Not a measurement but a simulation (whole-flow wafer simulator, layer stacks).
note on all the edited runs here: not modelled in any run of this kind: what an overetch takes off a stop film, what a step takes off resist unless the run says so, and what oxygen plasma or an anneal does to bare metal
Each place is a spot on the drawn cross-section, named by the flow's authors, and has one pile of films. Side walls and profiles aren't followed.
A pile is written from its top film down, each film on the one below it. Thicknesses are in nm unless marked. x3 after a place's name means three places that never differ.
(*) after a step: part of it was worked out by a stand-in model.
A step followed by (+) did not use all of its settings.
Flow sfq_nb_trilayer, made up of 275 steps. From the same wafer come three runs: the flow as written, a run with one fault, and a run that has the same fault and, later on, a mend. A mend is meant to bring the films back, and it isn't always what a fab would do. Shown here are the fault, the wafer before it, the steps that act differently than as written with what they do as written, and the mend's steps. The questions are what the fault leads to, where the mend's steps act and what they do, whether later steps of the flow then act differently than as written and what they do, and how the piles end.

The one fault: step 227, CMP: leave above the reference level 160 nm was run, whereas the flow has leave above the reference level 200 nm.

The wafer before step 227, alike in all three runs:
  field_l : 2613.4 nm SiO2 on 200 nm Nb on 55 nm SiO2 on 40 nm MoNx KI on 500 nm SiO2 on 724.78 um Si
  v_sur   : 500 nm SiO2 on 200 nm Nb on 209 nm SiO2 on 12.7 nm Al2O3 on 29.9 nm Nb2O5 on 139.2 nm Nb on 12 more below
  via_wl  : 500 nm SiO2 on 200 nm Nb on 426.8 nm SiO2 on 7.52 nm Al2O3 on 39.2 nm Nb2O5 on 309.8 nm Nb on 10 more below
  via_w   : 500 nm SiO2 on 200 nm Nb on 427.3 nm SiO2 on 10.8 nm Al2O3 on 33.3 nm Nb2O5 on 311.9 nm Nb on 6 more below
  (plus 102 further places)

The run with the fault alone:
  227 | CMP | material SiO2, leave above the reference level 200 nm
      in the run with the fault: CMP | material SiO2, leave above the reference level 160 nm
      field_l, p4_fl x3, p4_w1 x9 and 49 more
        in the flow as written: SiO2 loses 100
        in the run with the fault: SiO2 loses 140
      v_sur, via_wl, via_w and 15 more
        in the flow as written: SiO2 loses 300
        in the run with the fault: SiO2 loses 340
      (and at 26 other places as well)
  Steps further on in the flow that do not act as written (3 other steps are not shown; they differ only slightly, by no more than 2% or 0.5 nm, whichever is larger):
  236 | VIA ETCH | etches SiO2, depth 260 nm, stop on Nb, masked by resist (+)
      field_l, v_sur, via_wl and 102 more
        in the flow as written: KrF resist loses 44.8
        in the run with the fault: KrF resist loses 41.3
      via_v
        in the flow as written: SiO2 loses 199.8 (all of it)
        in the run with the fault: SiO2 loses 159.8 (all of it)
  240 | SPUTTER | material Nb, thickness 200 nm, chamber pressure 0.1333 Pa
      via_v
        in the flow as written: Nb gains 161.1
        in the run with the fault: Nb gains 170.8
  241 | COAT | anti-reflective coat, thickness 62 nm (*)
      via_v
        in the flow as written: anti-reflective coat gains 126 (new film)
        in the run with the fault: anti-reflective coat gains 115.5 (new film)
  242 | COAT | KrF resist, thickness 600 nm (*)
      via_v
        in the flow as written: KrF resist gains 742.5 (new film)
        in the run with the fault: KrF resist gains 709.8 (new film)
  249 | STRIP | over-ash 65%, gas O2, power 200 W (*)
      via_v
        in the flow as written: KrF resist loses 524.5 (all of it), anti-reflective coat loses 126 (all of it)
        in the run with the fault: KrF resist loses 491.9 (all of it), anti-reflective coat loses 115.5 (all of it)
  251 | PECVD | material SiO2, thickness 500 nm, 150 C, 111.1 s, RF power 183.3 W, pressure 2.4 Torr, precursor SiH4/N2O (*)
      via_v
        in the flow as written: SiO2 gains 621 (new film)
        in the run with the fault: SiO2 gains 545.2 (new film)
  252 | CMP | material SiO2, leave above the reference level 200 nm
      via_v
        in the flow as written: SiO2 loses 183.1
        in the run with the fault: SiO2 loses 157.1
  By the end, the piles at v_sur, via_wl, via_w and 80 more depart from the flow's by more than 2% or 0.5 nm, whichever is larger.
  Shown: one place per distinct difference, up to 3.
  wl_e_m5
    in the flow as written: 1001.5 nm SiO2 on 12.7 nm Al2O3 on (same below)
    in the run with the fault: 961.5 nm SiO2 on 12.7 nm Al2O3 on (same below)
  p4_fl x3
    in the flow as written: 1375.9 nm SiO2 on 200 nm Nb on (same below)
    in the run with the fault: 1335.9 nm SiO2 on 200 nm Nb on (same below)
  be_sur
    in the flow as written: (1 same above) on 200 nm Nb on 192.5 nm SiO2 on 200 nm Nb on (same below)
    in the run with the fault: (1 same above) on 200 nm Nb on 152.5 nm SiO2 on 200 nm Nb on (same below)

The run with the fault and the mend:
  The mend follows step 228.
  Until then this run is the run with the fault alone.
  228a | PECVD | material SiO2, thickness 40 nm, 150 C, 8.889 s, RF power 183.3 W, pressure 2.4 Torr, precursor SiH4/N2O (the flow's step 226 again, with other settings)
      field_l, v_sur, via_wl and 103 more
        SiO2 gains 40
  Later steps of the flow that are run all act as written at every place that is followed.
  At every place that both follow, the piles at the end match the flow's.
